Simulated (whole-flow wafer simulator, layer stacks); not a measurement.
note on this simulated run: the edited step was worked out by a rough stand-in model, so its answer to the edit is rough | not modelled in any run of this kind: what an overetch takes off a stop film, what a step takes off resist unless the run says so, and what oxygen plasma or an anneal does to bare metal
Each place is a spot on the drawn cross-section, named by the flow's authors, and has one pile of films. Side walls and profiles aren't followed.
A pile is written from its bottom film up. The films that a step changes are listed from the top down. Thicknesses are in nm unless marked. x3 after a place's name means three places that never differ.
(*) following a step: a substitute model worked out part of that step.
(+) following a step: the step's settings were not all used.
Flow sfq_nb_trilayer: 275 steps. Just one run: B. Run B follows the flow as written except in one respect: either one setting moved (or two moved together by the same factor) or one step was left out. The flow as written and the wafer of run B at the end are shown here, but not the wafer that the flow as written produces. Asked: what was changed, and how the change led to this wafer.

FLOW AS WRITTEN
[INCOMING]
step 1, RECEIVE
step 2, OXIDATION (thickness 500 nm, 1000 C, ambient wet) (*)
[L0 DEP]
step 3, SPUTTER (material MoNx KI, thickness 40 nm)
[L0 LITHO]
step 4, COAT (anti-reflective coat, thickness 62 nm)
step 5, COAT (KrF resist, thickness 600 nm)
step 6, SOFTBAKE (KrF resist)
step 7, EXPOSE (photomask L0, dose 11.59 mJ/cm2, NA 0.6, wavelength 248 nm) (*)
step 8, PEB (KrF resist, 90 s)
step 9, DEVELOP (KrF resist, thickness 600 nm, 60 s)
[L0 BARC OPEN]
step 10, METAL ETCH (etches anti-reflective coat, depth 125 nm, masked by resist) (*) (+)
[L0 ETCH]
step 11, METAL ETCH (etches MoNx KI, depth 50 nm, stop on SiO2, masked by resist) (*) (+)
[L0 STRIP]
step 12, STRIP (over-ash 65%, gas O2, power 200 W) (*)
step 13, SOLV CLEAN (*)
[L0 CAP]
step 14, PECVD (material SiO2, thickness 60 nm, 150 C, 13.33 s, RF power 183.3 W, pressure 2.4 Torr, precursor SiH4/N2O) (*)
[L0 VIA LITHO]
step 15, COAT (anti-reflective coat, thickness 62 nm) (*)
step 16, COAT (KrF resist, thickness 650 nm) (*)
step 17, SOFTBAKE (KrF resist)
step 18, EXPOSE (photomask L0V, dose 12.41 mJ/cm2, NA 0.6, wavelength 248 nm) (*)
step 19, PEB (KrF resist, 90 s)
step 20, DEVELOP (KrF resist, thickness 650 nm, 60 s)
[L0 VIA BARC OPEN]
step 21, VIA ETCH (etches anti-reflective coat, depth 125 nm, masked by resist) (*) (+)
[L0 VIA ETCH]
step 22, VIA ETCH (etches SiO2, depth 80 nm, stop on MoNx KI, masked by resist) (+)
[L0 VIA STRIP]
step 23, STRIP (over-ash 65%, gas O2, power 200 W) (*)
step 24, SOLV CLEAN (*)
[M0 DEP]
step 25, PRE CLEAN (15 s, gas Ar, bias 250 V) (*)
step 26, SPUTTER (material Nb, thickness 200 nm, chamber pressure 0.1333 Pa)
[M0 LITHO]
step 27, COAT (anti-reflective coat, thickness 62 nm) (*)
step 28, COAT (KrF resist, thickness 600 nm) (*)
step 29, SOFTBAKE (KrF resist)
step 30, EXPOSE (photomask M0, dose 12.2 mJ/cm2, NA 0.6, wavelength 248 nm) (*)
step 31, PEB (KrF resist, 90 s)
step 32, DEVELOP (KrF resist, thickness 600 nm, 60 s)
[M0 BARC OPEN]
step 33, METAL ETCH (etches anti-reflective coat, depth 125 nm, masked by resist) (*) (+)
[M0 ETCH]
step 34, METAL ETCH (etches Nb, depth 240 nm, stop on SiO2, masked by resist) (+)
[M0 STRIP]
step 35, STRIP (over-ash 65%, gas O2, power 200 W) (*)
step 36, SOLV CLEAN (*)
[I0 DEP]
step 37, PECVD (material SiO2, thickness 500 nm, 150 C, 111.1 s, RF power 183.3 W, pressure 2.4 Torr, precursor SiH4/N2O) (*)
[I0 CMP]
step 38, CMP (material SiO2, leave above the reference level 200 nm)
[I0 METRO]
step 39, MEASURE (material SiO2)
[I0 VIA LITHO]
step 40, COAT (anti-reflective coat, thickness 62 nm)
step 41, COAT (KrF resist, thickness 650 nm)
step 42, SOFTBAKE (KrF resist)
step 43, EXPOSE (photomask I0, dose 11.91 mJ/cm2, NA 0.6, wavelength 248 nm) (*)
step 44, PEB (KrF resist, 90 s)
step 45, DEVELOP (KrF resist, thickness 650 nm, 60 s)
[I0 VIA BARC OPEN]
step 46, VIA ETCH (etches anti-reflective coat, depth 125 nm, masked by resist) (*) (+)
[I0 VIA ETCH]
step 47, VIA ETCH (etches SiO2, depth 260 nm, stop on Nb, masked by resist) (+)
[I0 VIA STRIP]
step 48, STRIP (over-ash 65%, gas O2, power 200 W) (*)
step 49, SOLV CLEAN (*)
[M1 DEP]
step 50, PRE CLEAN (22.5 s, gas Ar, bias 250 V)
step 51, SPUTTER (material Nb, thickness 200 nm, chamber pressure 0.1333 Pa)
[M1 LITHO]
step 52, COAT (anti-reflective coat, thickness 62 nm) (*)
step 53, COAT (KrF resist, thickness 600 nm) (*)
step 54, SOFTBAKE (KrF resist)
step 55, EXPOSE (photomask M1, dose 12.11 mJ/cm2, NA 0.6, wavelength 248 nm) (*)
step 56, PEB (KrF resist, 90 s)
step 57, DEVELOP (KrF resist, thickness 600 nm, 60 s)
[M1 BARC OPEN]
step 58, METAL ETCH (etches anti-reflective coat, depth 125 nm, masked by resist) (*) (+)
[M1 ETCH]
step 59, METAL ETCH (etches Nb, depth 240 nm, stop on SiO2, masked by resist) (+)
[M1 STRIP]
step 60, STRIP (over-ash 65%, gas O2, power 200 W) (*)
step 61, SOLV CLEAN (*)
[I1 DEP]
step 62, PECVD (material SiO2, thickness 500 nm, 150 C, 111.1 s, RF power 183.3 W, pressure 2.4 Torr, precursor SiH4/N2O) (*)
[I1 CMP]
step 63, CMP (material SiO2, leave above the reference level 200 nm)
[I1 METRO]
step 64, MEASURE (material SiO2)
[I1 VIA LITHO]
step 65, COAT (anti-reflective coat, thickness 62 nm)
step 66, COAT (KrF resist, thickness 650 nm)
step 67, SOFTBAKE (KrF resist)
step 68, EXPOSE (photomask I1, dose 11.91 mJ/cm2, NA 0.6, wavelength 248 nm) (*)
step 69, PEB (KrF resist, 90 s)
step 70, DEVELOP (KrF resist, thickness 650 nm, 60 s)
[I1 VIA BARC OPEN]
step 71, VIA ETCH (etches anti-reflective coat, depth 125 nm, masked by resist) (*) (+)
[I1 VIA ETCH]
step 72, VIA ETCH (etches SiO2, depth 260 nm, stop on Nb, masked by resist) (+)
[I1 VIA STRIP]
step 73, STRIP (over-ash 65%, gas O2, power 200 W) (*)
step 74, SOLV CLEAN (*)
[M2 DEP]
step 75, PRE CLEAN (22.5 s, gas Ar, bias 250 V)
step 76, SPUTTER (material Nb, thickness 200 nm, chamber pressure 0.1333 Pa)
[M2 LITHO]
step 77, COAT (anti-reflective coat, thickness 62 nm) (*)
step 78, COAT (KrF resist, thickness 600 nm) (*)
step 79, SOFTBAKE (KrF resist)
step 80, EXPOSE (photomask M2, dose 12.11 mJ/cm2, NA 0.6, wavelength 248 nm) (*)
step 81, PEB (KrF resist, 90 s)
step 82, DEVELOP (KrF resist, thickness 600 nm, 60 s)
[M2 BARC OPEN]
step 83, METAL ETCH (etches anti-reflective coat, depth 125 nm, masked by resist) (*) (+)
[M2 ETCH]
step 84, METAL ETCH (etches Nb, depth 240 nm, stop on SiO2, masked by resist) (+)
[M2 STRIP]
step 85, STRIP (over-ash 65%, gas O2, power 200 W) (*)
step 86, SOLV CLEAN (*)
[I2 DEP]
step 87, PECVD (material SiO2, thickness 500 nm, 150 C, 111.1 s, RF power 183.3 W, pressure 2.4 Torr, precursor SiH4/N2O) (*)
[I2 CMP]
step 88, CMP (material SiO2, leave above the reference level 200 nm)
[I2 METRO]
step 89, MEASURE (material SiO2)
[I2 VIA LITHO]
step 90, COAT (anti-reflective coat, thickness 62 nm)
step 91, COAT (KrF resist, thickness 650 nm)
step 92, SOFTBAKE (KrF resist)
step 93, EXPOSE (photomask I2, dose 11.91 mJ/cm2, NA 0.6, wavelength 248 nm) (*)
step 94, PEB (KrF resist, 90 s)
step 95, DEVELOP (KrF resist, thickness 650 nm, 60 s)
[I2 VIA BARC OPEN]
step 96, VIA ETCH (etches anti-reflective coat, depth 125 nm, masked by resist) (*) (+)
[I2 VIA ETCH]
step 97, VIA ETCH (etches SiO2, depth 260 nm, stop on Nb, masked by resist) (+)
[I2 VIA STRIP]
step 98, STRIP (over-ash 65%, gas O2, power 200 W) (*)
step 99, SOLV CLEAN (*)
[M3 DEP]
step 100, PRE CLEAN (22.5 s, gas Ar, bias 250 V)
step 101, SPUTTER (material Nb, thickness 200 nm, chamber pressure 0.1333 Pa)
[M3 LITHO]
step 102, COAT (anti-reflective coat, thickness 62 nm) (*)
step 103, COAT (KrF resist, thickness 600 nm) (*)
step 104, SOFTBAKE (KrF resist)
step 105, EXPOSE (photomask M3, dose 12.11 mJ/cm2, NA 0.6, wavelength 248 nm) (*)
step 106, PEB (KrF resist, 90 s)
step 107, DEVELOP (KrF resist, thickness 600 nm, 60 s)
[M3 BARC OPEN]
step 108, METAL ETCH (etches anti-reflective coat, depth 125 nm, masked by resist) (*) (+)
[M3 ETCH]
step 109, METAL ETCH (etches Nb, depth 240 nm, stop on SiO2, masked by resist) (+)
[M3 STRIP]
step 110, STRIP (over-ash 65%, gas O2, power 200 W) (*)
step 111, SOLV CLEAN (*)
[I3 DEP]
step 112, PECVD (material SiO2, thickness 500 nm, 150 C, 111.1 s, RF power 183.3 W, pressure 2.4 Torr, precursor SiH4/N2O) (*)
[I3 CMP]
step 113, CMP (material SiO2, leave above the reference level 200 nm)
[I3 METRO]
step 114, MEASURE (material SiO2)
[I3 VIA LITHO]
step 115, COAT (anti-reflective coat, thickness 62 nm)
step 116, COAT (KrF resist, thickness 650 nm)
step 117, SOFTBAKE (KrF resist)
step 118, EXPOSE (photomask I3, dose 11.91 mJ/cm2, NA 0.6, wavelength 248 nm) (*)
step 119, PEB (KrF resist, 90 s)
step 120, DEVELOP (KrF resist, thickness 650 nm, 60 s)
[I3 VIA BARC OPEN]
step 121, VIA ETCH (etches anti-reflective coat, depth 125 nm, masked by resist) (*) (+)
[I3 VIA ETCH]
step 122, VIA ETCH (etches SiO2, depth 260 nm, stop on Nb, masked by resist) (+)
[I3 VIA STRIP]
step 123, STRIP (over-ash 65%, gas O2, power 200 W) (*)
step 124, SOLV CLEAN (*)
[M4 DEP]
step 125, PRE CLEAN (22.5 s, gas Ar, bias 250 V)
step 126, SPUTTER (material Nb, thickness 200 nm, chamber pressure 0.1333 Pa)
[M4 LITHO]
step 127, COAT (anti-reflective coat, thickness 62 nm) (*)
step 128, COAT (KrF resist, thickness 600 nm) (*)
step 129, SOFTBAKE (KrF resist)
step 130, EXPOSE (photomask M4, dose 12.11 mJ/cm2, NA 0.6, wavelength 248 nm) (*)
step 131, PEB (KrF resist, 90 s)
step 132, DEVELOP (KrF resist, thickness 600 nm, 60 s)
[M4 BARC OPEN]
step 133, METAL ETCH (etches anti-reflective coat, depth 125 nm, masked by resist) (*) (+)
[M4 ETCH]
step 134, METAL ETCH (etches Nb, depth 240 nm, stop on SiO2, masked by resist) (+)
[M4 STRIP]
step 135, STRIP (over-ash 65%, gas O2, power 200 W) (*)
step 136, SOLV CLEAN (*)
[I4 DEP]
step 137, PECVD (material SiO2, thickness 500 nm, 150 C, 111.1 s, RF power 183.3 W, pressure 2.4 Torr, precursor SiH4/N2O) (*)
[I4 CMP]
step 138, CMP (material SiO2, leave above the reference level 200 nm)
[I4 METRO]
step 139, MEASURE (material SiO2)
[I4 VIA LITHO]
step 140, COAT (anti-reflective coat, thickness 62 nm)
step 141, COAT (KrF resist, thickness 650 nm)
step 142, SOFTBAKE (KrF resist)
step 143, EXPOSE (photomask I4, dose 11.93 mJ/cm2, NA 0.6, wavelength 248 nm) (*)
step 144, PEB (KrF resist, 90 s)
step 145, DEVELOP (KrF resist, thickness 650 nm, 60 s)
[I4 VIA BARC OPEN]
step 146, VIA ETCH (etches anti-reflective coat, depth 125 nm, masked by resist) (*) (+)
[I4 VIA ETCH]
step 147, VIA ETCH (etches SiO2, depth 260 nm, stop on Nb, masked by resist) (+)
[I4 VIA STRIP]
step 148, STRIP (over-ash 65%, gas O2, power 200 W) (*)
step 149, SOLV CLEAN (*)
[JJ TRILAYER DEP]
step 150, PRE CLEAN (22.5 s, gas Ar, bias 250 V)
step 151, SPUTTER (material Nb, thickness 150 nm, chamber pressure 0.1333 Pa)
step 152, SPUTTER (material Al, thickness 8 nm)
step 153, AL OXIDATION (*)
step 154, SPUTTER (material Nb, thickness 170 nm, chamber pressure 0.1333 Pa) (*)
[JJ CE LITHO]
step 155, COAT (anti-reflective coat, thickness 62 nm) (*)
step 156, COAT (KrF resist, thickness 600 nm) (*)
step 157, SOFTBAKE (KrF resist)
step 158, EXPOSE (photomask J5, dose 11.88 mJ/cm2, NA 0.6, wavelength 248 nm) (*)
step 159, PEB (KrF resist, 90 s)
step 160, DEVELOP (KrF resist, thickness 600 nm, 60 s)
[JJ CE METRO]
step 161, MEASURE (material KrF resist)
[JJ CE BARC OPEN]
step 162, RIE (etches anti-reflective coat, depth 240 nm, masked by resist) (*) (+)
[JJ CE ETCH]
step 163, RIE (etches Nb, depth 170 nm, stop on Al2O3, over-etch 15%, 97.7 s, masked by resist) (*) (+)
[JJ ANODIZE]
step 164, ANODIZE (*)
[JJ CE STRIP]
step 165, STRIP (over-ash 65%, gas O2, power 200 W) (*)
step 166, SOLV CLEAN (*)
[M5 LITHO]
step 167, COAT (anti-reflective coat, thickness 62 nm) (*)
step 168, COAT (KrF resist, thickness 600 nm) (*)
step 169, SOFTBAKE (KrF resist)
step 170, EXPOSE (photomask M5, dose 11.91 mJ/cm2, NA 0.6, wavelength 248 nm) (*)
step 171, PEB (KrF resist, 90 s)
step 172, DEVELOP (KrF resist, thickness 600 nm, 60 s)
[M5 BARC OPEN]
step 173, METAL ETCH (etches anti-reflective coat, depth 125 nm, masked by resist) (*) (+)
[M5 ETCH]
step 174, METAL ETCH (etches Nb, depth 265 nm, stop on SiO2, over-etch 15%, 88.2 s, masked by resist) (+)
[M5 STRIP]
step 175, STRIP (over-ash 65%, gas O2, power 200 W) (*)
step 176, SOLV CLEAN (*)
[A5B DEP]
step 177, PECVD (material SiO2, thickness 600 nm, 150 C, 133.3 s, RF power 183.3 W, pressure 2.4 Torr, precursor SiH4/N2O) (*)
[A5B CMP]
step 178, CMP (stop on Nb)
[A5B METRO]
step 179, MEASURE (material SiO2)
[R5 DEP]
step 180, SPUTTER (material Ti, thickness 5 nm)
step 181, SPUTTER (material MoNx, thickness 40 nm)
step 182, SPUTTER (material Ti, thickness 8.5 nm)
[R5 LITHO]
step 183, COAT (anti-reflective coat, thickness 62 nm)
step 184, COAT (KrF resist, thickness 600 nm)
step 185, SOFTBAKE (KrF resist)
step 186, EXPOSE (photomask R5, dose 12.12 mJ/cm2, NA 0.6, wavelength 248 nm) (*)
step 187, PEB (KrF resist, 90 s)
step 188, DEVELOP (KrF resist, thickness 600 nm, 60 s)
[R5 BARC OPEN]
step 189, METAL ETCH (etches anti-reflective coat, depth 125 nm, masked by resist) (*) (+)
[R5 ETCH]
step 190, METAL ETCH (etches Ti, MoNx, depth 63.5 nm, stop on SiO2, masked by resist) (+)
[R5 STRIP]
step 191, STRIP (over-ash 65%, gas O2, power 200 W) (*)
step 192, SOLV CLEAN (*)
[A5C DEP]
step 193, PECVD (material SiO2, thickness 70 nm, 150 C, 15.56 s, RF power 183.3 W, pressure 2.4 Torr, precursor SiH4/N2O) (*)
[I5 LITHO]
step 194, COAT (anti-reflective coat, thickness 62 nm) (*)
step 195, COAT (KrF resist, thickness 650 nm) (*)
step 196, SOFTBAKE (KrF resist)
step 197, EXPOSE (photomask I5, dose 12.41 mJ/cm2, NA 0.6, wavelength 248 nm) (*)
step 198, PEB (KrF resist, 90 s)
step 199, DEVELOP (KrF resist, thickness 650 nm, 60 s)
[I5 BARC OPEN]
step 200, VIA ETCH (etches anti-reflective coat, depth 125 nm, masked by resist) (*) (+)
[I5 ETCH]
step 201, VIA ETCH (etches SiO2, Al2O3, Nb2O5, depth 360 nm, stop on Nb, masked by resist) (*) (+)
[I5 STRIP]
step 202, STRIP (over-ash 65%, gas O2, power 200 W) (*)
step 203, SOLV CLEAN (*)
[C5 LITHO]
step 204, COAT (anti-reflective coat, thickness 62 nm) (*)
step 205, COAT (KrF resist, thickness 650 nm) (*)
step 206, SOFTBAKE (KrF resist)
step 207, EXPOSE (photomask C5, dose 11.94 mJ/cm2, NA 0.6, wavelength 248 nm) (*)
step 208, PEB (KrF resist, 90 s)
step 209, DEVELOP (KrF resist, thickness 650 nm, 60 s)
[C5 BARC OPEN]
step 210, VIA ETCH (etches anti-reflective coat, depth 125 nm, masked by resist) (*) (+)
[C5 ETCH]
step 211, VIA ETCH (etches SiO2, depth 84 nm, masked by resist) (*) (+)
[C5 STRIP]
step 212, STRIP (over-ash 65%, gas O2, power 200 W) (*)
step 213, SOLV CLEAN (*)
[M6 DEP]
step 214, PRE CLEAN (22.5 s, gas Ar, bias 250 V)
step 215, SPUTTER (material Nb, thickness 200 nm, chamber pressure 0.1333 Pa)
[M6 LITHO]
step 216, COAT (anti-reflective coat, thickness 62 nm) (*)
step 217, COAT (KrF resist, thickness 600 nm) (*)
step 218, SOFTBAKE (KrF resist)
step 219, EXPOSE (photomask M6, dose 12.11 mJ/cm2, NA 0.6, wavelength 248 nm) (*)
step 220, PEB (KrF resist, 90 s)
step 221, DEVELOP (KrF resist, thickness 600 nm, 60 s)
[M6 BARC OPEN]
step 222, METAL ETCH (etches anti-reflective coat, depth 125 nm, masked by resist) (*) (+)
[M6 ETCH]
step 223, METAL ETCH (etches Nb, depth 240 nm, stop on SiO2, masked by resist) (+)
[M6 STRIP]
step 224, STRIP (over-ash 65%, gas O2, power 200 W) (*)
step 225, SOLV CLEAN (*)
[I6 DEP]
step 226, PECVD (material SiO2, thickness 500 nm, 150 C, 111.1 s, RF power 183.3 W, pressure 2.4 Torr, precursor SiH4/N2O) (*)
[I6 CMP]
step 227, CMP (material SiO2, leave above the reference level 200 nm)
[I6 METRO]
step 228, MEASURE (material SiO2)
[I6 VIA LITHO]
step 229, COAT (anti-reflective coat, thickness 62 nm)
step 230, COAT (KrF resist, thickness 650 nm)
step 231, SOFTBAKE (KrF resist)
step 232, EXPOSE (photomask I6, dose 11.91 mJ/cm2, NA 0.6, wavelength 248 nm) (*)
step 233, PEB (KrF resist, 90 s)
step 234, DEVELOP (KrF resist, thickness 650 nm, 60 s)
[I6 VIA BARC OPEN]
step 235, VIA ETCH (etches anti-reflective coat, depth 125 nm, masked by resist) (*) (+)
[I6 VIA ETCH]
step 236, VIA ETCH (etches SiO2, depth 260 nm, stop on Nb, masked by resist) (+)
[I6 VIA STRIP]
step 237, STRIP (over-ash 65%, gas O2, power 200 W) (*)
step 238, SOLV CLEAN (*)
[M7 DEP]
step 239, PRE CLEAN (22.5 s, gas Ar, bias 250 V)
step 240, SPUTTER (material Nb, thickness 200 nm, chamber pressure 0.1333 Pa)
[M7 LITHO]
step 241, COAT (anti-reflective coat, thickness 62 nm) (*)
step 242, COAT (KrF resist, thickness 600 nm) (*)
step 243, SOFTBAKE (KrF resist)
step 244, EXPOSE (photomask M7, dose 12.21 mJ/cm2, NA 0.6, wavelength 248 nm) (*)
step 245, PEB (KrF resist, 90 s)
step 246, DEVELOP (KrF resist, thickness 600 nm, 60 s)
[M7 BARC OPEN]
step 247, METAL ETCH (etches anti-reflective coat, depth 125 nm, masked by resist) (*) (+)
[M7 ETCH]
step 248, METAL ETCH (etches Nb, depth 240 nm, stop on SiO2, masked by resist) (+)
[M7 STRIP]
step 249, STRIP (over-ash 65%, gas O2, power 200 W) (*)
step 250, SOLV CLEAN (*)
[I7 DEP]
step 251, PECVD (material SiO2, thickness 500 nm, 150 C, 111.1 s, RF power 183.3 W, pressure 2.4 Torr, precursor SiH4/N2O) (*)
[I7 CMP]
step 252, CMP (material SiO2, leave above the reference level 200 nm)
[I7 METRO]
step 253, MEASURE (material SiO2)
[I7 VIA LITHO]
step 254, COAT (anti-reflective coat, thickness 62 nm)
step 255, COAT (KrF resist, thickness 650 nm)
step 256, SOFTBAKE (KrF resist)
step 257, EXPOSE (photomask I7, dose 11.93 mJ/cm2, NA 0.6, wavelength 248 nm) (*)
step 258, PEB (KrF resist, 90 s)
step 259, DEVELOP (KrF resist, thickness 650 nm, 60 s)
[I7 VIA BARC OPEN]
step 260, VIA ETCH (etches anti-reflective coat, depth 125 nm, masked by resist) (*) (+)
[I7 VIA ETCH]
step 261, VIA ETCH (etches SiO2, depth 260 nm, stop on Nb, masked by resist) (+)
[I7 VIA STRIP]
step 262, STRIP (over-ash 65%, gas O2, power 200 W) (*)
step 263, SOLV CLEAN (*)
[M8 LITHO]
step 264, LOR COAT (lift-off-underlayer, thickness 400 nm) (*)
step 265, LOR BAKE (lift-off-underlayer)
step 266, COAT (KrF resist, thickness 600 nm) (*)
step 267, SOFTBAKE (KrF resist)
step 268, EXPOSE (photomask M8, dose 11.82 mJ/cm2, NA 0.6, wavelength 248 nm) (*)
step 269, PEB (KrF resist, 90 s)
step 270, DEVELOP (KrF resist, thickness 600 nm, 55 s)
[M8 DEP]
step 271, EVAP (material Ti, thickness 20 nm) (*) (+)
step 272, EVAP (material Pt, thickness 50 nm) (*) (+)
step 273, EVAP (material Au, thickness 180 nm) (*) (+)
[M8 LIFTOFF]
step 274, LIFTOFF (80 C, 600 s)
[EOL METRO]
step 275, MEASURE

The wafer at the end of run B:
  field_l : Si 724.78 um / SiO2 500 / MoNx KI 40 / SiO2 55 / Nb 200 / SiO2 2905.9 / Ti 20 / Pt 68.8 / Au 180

The reason: step 272, EVAP: thickness 68.8 nm was run, while the flow as written has thickness 50 nm.
The wafer itself shows it: field_l has Pt 68.8, and step 272 as written asks for 50 nm.

The path from the change to this, step by step:
  step 272, EVAP (material Pt, thickness 50 nm) (*) (+)
      field_l, v_sur, via_wl and 103 more: +68.8 Pt (new film) (as written it would have been: +50 Pt (new film))
  step 274, LIFTOFF (80 C, 600 s)
      p4_fl, p4_fm, p4_w1 and 71 more: -180 Au (all of it), -68.8 Pt (all of it), -20 Ti (all of it), -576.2 KrF resist (all of it), -400 lift-off-underlayer (all of it) (as written it would have been: -180 Au (all of it), -50 Pt (all of it), -20 Ti (all of it), -576.2 KrF resist (all of it), -400 lift-off-underlayer (all of it))
      c5j, ce_r: -180 Au (all of it), -68.8 Pt (all of it), -20 Ti (all of it), -573.3 KrF resist (all of it), -399.3 lift-off-underlayer (all of it) (as written it would have been: -180 Au (all of it), -50 Pt (all of it), -20 Ti (all of it), -573.3 KrF resist (all of it), -399.3 lift-off-underlayer (all of it))
      (and at 19 other places as well)
